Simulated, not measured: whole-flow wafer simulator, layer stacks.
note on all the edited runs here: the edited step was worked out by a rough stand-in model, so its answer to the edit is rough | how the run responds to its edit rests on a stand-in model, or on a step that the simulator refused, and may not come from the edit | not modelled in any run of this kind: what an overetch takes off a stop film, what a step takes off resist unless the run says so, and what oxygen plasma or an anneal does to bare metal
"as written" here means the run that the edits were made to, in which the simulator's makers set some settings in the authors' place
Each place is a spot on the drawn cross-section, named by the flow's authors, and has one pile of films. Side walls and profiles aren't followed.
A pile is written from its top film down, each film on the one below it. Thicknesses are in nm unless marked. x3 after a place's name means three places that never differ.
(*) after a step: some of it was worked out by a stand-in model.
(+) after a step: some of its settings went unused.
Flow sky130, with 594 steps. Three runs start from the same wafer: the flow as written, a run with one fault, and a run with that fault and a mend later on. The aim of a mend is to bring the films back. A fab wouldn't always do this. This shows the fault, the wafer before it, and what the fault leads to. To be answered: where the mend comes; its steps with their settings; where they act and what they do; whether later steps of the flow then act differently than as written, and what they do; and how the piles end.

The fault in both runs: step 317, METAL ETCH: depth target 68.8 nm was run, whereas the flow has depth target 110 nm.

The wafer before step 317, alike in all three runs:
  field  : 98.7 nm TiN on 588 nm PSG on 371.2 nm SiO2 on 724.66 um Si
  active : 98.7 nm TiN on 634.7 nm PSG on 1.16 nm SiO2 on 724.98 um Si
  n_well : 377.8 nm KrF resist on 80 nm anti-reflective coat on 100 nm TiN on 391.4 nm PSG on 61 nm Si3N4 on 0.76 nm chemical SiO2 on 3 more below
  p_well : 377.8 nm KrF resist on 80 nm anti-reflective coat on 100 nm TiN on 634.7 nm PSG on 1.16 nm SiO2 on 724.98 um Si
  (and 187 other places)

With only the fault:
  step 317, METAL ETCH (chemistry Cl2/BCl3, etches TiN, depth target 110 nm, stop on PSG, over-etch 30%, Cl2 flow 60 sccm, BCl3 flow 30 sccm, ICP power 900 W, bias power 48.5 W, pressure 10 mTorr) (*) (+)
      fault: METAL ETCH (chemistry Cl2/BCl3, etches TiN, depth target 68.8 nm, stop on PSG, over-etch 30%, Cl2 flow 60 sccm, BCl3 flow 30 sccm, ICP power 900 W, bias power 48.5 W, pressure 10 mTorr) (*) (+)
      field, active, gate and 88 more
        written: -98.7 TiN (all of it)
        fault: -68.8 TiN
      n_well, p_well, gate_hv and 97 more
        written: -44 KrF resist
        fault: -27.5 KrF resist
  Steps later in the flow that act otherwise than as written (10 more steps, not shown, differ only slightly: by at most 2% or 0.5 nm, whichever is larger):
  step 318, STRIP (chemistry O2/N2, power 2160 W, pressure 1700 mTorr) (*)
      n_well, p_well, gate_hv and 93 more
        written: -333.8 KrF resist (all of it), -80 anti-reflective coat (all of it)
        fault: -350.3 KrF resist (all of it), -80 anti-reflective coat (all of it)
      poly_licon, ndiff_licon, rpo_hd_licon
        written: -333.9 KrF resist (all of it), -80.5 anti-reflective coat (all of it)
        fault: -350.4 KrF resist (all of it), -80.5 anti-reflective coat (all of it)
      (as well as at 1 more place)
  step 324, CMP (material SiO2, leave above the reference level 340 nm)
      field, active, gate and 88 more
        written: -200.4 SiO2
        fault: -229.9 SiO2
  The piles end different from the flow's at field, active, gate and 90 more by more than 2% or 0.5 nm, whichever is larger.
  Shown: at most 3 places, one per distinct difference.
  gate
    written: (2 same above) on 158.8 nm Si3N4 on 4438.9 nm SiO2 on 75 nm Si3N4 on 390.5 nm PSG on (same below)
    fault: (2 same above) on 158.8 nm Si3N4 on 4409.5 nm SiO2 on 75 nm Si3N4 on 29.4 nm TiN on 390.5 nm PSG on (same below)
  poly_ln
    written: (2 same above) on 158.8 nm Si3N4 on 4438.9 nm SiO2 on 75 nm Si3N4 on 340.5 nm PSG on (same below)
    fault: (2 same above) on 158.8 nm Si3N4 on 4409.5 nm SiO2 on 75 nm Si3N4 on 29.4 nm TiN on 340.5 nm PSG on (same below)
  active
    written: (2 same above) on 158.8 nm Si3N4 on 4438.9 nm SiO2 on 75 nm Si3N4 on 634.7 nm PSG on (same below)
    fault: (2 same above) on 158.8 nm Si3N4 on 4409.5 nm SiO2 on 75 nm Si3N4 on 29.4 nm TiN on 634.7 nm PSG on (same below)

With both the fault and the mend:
  The mend stands after step 317.
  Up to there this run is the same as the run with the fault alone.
  step 317a, METAL ETCH (chemistry Cl2/BCl3, etches TiN, depth target 41.2 nm, stop on PSG, over-etch 30%, Cl2 flow 60 sccm, BCl3 flow 30 sccm, ICP power 900 W, bias power 48.5 W, pressure 10 mTorr) (*) (+) (the flow's step 317 again, with other settings)
      n_well, p_well, gate_hv and 97 more
        -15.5 KrF resist
      field, active, gate and 88 more
        -29.9 TiN (all of it)
  None of the later steps of the flow differs from how it acts as written, at any place that is followed, by more than 2% or 0.5 nm, whichever is larger.
  At every place that both follow, the piles at the end match the flow's.
